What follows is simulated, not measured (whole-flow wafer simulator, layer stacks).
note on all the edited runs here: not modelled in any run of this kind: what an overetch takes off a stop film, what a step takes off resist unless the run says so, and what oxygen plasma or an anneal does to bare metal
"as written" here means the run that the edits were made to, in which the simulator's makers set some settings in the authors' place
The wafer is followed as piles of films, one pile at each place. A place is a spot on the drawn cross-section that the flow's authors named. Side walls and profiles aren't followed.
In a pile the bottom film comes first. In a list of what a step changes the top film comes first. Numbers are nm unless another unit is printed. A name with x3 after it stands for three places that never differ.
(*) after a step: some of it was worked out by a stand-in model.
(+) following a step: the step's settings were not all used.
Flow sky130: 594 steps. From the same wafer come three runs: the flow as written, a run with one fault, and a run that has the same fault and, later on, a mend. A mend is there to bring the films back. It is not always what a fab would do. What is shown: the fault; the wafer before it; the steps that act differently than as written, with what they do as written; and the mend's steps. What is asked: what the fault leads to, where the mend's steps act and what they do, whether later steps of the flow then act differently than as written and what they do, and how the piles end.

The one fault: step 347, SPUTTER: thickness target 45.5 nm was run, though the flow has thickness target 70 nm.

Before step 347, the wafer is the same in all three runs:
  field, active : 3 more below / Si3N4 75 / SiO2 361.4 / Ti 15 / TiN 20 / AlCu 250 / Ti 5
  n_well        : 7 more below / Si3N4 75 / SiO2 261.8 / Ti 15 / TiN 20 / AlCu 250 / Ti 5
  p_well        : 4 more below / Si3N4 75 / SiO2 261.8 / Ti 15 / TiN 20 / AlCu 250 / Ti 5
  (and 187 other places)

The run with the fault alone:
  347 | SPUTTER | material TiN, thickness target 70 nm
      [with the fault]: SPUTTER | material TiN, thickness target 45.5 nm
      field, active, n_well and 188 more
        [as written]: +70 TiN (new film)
        [with the fault]: +45.5 TiN (new film)
  Steps later in the flow that act otherwise than as written (11 other steps are not shown; they differ only slightly, by no more than 2% or 0.5 nm, whichever is larger):
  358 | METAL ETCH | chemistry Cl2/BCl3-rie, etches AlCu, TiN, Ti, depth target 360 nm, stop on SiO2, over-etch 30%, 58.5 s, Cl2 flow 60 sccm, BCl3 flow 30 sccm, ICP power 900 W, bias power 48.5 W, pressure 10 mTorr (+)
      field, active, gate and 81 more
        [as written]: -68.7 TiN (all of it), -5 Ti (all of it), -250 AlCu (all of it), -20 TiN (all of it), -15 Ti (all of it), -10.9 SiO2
        [with the fault]: -44.2 TiN (all of it), -5 Ti (all of it), -250 AlCu (all of it), -20 TiN (all of it), -15 Ti (all of it), -13.4 SiO2
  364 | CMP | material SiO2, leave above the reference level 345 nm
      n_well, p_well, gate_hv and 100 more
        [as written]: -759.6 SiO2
        [with the fault]: -735.1 SiO2
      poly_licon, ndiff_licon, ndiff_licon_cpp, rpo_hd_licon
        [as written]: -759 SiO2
        [with the fault]: -734.5 SiO2
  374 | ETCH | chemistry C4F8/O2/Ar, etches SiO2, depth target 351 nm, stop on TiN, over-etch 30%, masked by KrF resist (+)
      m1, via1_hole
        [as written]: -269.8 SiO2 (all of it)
        [with the fault]: -294.3 SiO2 (all of it)
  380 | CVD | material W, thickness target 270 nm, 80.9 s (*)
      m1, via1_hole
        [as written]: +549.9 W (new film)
        [with the fault]: +574.8 W (new film)
  The piles end different from the flow's at n_well, p_well, gate_hv and 104 more by more than 2% or 0.5 nm, whichever is larger.
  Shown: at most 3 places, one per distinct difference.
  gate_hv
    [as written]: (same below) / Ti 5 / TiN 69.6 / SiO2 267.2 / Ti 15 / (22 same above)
    [with the fault]: (same below) / Ti 5 / TiN 45.1 / SiO2 291.7 / Ti 15 / (22 same above)
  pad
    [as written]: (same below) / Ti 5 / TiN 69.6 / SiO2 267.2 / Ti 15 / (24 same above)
    [with the fault]: (same below) / Ti 5 / TiN 45.1 / SiO2 291.7 / Ti 15 / (24 same above)
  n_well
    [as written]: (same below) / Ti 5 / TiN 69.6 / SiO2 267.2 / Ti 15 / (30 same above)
    [with the fault]: (same below) / Ti 5 / TiN 45.1 / SiO2 291.7 / Ti 15 / (30 same above)

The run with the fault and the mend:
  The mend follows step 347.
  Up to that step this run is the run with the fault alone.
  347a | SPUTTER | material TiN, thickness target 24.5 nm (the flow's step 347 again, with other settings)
      field, active, n_well and 188 more
        +24.5 TiN
  Every later step of the flow that is run acts as written, at every place that is followed, to within 2% or 0.5 nm, whichever is larger.
  At every place that both follow, the piles at the end match the flow's.
